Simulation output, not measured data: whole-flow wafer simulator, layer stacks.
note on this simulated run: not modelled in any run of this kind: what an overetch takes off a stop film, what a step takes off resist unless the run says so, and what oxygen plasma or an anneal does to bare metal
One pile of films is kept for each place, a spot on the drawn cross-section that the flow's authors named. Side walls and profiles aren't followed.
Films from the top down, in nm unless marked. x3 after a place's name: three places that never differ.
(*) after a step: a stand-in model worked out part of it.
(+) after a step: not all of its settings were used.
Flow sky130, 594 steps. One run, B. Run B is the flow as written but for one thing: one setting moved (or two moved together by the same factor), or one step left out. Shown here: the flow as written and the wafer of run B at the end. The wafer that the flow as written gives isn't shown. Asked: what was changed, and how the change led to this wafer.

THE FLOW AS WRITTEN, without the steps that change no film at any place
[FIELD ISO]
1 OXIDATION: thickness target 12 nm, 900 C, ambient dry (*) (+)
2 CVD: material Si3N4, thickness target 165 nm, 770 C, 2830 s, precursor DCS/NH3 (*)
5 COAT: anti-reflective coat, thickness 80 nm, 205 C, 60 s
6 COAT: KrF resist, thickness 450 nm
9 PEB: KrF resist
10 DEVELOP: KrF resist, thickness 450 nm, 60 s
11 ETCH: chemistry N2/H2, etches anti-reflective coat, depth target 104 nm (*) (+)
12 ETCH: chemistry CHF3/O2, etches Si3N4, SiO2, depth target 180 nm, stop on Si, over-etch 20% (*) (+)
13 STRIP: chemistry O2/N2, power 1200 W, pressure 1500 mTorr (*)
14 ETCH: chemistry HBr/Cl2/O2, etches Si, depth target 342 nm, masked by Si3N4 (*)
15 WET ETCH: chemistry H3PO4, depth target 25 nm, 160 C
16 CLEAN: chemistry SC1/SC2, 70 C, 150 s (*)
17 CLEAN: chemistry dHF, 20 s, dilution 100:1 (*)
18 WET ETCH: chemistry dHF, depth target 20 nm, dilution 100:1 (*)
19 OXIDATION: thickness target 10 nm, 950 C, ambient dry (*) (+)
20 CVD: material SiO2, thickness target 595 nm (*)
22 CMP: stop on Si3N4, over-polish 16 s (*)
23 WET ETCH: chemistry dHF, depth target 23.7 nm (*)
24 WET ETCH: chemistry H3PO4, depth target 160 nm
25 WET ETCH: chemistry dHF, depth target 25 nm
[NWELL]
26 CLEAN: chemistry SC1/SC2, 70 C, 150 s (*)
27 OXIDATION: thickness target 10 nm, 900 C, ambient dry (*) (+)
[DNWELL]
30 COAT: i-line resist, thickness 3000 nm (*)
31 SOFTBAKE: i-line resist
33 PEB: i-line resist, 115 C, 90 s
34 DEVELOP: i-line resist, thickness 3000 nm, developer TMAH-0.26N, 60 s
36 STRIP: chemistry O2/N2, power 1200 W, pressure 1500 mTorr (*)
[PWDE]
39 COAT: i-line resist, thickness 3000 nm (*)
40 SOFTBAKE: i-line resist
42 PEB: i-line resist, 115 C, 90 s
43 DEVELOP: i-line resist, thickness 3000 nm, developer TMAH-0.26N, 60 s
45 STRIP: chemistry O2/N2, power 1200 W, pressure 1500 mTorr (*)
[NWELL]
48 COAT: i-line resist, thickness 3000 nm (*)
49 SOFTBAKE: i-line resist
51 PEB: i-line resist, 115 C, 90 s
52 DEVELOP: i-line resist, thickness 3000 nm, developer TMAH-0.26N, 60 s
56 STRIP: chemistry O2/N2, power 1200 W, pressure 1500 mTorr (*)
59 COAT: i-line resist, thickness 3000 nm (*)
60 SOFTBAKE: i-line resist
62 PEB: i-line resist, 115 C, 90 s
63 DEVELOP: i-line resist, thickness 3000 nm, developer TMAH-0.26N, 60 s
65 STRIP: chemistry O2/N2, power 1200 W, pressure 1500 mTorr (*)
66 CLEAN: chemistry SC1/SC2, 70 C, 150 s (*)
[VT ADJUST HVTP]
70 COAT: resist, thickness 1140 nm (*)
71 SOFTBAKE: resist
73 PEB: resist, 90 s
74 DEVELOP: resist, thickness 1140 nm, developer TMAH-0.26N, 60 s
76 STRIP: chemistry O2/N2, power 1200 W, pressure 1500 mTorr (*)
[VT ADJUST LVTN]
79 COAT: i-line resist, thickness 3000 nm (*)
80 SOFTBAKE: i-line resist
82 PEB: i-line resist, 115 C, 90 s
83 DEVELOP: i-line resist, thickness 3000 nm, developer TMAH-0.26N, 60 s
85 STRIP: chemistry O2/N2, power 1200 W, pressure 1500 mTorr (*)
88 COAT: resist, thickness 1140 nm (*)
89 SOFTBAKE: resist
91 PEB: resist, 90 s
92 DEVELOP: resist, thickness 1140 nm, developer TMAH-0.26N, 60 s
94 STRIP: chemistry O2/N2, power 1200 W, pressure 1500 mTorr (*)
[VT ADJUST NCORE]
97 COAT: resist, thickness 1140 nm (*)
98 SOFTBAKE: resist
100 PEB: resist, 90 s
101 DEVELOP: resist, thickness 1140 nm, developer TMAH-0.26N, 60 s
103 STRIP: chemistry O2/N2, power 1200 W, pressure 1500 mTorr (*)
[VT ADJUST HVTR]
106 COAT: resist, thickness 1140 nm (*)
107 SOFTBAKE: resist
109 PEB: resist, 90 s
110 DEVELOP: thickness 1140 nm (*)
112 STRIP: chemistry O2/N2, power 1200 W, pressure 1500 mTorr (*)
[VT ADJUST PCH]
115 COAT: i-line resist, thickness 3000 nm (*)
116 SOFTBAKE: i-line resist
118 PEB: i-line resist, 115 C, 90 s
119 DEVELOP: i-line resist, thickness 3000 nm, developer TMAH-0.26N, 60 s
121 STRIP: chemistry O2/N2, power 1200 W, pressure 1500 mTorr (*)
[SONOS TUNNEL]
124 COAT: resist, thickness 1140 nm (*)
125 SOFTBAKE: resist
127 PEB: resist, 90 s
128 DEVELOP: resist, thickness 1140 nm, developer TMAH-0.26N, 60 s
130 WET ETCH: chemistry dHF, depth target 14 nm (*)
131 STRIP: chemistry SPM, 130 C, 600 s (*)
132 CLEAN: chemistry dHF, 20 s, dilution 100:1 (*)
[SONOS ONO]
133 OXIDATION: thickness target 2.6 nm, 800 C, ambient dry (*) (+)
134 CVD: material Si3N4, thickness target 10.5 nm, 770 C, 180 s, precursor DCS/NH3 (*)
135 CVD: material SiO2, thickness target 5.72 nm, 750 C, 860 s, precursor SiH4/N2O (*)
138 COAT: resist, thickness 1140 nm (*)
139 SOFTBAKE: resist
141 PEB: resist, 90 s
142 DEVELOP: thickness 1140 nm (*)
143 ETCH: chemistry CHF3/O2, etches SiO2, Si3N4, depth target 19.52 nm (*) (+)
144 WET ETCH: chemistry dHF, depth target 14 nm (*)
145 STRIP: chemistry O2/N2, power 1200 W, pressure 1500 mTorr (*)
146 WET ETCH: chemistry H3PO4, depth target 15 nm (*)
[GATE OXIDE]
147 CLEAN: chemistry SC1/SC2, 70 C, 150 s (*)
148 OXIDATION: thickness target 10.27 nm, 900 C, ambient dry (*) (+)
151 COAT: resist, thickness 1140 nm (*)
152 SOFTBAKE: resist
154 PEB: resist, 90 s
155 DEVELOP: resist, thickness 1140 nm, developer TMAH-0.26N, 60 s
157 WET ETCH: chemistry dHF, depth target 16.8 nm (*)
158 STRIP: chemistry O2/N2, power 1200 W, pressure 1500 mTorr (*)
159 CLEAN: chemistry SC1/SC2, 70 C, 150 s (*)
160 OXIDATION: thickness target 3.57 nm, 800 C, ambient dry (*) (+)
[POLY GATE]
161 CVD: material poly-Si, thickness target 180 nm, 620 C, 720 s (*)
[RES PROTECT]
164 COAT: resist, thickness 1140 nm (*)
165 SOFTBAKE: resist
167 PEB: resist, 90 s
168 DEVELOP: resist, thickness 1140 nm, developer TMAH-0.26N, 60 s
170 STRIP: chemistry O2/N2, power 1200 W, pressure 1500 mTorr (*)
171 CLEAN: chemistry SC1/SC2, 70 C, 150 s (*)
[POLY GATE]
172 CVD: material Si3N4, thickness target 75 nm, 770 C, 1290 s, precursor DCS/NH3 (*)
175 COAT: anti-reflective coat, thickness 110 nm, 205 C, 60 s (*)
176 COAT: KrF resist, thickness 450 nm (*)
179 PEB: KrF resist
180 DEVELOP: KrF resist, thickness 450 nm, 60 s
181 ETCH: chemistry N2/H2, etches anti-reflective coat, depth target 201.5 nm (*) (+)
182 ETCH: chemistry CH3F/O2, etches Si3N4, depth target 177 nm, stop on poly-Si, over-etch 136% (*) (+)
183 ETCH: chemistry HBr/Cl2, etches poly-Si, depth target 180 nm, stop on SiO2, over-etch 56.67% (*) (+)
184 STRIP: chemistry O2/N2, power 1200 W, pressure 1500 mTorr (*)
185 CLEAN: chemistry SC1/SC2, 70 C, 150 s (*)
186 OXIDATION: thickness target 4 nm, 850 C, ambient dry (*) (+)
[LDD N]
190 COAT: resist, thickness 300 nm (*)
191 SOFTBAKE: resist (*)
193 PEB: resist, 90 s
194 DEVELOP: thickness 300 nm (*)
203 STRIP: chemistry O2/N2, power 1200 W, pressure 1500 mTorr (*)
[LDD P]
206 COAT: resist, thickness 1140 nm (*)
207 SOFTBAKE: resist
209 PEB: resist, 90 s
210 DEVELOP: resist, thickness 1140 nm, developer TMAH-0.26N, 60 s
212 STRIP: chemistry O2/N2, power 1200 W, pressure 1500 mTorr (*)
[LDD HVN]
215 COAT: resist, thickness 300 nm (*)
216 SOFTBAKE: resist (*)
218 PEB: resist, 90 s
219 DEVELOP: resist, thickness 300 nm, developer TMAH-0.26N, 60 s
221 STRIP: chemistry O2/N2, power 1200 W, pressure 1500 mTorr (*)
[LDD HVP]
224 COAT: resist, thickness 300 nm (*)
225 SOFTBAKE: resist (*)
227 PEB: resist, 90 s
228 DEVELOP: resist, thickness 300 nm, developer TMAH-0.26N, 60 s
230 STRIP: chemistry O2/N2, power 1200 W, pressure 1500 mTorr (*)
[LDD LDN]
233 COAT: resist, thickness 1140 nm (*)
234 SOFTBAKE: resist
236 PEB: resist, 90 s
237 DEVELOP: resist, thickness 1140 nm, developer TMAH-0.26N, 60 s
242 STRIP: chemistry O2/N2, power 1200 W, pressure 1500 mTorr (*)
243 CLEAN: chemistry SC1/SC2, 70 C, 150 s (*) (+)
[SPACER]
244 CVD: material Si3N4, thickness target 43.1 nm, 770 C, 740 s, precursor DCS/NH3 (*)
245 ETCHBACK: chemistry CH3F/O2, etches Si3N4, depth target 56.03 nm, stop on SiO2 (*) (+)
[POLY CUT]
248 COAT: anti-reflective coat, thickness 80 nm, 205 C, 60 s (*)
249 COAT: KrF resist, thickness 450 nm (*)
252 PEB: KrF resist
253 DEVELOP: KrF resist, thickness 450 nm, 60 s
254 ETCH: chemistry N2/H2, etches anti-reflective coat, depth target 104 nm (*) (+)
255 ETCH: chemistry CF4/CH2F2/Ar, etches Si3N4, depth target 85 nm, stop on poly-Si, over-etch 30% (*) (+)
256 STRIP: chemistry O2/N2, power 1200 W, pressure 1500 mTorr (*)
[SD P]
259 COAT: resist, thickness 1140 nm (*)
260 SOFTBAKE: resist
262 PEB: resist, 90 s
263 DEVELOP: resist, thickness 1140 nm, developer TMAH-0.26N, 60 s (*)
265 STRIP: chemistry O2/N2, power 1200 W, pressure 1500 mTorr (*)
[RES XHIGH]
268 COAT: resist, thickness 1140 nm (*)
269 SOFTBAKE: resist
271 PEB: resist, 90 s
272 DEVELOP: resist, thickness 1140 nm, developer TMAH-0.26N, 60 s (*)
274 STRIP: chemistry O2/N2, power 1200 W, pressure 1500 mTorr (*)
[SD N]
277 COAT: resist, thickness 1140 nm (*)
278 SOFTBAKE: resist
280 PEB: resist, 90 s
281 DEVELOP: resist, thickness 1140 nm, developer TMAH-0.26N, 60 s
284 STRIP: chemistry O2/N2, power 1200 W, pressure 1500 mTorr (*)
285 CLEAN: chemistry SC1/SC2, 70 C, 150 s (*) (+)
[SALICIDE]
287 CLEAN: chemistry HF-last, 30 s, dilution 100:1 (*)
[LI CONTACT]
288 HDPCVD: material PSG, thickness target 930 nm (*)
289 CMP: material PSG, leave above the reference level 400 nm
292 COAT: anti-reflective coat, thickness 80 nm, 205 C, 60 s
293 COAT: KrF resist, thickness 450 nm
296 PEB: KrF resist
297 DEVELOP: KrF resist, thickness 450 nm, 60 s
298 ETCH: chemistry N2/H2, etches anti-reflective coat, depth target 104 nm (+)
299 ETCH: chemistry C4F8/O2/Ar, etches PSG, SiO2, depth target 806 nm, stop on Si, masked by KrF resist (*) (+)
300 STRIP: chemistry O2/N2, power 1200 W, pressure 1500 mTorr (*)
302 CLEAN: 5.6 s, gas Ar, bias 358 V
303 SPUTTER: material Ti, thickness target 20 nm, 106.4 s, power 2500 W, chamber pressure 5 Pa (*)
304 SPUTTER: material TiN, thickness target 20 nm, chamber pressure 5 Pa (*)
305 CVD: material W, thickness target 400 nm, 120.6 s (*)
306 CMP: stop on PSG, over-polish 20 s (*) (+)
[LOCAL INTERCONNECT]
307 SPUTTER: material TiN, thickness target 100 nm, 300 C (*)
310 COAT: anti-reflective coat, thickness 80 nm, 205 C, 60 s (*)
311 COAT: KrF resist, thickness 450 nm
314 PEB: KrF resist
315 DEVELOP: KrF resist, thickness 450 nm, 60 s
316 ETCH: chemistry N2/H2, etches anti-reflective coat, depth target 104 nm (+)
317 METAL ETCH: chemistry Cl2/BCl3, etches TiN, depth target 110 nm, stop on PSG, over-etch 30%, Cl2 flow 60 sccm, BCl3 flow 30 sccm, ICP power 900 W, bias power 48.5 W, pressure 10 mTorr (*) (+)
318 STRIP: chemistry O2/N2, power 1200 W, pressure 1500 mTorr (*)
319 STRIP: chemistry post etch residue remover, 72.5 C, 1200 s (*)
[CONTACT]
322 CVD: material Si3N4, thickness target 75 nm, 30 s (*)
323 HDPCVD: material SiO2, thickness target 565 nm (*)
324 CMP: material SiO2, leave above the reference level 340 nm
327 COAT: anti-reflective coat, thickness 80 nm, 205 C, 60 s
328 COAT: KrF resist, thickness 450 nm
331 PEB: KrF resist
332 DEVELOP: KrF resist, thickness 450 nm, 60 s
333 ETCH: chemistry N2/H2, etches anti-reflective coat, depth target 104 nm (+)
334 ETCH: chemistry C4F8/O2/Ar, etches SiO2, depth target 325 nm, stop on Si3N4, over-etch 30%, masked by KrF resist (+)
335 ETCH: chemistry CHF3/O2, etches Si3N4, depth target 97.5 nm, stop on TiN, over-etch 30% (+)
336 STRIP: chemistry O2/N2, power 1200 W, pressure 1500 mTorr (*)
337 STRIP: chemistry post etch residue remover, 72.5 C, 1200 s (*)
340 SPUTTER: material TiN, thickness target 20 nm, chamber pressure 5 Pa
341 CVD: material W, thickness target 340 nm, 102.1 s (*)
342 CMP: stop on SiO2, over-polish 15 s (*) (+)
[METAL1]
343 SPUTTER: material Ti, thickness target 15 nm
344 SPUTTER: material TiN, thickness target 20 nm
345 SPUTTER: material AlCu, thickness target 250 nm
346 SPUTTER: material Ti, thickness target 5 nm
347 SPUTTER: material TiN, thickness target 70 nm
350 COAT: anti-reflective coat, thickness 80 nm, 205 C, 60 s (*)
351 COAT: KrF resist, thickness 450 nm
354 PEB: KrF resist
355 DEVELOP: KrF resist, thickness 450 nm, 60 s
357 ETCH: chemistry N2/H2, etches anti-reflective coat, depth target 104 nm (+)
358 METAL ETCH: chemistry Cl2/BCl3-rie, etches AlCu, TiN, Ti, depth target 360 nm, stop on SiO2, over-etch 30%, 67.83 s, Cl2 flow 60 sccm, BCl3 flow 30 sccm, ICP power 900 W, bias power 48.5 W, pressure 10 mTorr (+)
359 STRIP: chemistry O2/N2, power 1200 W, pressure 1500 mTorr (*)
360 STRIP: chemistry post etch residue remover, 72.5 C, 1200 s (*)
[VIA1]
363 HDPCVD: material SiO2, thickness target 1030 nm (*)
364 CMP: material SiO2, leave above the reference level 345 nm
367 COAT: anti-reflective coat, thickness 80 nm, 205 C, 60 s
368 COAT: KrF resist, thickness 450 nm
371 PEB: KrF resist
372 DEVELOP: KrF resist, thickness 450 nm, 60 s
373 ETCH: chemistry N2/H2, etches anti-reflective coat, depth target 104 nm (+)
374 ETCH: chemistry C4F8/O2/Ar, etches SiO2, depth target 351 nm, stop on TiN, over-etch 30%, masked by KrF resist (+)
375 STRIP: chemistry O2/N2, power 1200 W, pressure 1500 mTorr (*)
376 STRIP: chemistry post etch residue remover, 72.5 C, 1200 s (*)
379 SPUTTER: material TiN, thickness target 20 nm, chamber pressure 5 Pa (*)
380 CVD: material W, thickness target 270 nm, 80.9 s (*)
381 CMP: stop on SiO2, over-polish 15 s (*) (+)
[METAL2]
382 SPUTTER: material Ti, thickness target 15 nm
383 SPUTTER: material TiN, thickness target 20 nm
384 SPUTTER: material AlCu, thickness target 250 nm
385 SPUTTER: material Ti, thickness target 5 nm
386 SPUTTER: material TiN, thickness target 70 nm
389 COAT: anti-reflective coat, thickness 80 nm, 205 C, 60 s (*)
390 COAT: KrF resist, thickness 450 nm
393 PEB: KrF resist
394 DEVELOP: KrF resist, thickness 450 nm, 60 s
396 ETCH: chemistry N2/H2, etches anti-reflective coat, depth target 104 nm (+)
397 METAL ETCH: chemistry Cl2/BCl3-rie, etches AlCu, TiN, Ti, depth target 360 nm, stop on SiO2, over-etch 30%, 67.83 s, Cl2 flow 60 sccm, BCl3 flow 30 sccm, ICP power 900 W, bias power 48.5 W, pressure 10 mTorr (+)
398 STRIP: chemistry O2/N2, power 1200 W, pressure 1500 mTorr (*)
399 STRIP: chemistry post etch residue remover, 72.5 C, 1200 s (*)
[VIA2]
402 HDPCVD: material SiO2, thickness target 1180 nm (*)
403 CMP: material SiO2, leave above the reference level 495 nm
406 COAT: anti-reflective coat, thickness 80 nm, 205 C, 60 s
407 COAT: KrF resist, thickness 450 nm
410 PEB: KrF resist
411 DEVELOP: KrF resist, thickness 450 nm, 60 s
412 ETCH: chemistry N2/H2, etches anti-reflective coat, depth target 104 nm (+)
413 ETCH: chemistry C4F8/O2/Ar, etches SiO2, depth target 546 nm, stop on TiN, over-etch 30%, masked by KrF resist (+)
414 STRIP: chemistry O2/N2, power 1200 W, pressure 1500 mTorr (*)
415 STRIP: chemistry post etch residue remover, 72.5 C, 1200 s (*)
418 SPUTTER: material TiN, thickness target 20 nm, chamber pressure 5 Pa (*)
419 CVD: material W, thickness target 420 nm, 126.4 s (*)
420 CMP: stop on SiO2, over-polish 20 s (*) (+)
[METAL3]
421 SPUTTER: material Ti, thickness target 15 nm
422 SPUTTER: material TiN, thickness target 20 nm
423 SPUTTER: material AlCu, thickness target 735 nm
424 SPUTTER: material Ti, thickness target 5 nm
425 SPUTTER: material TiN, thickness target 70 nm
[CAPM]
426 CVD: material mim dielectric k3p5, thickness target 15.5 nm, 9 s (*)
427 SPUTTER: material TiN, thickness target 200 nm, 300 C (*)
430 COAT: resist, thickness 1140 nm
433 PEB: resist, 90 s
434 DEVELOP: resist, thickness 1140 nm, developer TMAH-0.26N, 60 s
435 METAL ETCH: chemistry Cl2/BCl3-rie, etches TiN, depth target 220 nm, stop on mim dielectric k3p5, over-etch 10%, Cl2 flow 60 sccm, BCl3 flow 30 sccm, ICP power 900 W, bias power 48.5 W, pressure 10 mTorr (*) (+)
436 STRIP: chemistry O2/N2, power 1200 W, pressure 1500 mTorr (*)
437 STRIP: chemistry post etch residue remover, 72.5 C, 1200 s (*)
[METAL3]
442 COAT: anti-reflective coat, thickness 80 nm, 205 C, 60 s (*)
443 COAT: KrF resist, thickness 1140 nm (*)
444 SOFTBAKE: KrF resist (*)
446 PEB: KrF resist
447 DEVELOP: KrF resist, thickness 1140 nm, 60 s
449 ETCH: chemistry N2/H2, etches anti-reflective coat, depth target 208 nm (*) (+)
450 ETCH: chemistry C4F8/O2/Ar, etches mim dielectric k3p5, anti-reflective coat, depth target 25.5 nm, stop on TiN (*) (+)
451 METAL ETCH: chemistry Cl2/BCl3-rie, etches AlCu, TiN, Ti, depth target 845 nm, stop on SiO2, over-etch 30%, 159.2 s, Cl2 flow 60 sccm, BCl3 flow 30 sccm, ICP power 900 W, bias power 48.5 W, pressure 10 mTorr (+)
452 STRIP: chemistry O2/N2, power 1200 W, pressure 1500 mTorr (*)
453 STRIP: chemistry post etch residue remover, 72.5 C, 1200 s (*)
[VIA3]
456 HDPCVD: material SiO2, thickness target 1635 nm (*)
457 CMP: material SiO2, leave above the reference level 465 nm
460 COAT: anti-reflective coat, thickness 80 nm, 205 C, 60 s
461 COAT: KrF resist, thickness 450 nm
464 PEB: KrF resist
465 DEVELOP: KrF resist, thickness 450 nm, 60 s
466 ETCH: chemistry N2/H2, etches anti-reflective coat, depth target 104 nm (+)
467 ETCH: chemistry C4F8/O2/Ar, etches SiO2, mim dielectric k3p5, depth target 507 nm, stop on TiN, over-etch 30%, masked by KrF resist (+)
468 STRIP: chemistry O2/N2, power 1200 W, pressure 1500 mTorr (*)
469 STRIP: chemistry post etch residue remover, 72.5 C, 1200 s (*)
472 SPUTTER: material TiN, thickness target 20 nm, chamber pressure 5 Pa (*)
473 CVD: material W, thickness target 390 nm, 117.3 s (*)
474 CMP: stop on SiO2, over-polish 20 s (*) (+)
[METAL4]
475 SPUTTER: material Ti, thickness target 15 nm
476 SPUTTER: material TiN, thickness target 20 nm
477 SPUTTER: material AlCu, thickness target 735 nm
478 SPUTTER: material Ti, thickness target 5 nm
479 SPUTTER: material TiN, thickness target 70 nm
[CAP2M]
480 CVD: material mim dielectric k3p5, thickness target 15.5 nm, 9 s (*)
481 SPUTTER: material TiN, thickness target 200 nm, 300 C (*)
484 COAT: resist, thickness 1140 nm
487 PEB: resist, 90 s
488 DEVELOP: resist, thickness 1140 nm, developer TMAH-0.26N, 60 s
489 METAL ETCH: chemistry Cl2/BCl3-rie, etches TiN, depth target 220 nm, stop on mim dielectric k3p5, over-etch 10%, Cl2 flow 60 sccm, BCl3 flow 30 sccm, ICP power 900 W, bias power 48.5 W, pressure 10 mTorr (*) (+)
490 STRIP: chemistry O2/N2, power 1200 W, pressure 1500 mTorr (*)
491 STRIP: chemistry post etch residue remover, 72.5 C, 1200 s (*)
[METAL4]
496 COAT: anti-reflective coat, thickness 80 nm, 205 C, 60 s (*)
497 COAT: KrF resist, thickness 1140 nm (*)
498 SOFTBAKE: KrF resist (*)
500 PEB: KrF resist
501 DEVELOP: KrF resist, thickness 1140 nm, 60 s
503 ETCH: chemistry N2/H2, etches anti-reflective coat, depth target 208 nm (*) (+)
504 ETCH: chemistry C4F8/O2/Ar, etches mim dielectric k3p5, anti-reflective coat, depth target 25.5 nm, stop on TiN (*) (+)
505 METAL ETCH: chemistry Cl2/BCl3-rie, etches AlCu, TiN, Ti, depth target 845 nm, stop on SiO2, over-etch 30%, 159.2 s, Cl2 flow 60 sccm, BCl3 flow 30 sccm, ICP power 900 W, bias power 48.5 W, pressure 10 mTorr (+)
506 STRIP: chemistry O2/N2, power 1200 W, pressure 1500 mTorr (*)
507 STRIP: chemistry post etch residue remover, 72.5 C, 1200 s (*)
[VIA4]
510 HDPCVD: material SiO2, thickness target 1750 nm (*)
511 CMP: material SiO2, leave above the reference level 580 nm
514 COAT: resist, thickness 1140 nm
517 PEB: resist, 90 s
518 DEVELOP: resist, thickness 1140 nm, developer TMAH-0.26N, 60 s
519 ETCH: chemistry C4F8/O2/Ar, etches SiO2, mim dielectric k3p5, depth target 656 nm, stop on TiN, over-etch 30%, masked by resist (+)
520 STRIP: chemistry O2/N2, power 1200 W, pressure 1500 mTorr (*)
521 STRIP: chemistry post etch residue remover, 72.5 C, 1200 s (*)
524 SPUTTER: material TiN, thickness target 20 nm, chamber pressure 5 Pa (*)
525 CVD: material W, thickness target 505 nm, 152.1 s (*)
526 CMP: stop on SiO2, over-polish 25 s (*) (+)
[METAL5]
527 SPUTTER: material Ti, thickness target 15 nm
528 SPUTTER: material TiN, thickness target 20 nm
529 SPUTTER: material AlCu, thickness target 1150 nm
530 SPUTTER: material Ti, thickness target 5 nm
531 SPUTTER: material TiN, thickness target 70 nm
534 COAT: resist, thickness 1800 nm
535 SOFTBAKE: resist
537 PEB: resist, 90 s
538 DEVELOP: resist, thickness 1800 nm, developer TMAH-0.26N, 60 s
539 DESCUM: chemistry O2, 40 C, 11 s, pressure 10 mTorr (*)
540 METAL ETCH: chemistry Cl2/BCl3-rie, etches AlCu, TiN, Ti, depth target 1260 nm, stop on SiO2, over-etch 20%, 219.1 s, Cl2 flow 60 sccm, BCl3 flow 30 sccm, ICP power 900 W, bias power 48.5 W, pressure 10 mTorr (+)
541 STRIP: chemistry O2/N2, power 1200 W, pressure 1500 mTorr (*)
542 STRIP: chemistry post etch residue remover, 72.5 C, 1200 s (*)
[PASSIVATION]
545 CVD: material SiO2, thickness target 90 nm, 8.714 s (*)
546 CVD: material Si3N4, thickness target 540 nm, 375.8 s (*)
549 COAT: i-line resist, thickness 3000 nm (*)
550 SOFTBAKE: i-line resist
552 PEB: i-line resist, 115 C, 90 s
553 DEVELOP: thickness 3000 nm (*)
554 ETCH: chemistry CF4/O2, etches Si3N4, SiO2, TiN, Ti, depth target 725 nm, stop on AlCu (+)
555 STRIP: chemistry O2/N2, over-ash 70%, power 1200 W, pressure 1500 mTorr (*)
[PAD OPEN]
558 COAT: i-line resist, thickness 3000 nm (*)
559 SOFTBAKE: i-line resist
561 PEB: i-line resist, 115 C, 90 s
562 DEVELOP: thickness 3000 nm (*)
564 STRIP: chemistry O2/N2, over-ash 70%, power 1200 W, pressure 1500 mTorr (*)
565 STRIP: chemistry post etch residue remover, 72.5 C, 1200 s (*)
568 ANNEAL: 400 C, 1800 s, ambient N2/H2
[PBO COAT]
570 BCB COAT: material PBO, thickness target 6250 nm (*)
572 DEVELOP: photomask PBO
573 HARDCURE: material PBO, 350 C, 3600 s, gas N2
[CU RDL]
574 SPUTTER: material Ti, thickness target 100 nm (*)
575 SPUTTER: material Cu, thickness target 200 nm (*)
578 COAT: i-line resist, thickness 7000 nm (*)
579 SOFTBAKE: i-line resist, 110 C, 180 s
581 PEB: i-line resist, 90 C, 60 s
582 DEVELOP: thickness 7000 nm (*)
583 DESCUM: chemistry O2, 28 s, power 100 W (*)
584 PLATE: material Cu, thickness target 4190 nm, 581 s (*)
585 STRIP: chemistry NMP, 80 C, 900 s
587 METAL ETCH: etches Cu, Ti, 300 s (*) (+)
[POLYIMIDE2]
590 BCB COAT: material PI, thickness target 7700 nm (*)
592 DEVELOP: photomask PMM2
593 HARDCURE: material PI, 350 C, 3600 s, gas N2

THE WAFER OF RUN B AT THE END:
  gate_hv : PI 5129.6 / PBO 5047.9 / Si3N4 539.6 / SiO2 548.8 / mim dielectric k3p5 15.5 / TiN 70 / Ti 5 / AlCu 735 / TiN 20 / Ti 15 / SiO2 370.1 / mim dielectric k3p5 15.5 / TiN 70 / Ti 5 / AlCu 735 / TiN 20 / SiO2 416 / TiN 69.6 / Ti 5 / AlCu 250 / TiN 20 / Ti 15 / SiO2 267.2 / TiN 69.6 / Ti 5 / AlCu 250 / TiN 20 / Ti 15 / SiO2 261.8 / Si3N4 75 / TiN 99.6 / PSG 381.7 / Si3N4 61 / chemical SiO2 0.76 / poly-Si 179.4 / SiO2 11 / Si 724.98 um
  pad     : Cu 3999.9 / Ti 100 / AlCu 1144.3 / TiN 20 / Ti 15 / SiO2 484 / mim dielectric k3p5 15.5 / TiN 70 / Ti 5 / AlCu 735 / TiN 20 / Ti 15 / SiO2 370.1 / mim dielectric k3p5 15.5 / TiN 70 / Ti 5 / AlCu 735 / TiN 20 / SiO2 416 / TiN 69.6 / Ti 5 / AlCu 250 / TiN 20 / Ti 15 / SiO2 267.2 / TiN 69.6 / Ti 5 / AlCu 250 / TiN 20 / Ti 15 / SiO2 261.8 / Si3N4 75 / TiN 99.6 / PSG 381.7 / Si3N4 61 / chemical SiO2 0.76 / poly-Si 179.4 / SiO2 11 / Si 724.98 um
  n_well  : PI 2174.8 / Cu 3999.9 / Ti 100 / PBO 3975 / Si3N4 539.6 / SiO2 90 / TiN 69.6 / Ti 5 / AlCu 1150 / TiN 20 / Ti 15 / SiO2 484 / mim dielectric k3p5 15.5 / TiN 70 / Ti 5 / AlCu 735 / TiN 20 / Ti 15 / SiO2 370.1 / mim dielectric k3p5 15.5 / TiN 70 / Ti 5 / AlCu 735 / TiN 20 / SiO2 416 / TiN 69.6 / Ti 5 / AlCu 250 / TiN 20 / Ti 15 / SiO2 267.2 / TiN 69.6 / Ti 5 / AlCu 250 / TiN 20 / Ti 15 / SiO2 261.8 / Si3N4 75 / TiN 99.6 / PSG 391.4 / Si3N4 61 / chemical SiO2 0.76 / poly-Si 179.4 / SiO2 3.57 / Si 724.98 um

The cause: step 421, SPUTTER: material Ti, thickness target 15 nm, was left out.

How the change led to this, step by step:
  451 METAL ETCH: chemistry Cl2/BCl3-rie, etches AlCu, TiN, Ti, depth target 845 nm, stop on SiO2, over-etch 30%, 159.2 s, Cl2 flow 60 sccm, BCl3 flow 30 sccm, ICP power 900 W, bias power 48.5 W, pressure 10 mTorr (+)
      field, active, gate and 69 more: TiN -70 (all of it), Ti -5 (all of it), AlCu -735 (all of it), TiN -20 (all of it), SiO2 -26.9 (as written it would be: TiN -70 (all of it), Ti -5 (all of it), AlCu -735 (all of it), TiN -20 (all of it), Ti -15 (all of it), SiO2 -25.4)
      vpp_ln, vpp_iso2, ndiff_ln and 10 more: TiN -70 (all of it), Ti -5 (all of it), AlCu -735 (all of it), TiN -20 (all of it), SiO2 -26.8 (as written it would be: TiN -70 (all of it), Ti -5 (all of it), AlCu -735 (all of it), TiN -20 (all of it), Ti -15 (all of it), SiO2 -25.3)
  457 CMP: material SiO2, leave above the reference level 465 nm
      field, active, gate and 82 more: SiO2 -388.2 (as written it would be: SiO2 -374.7)
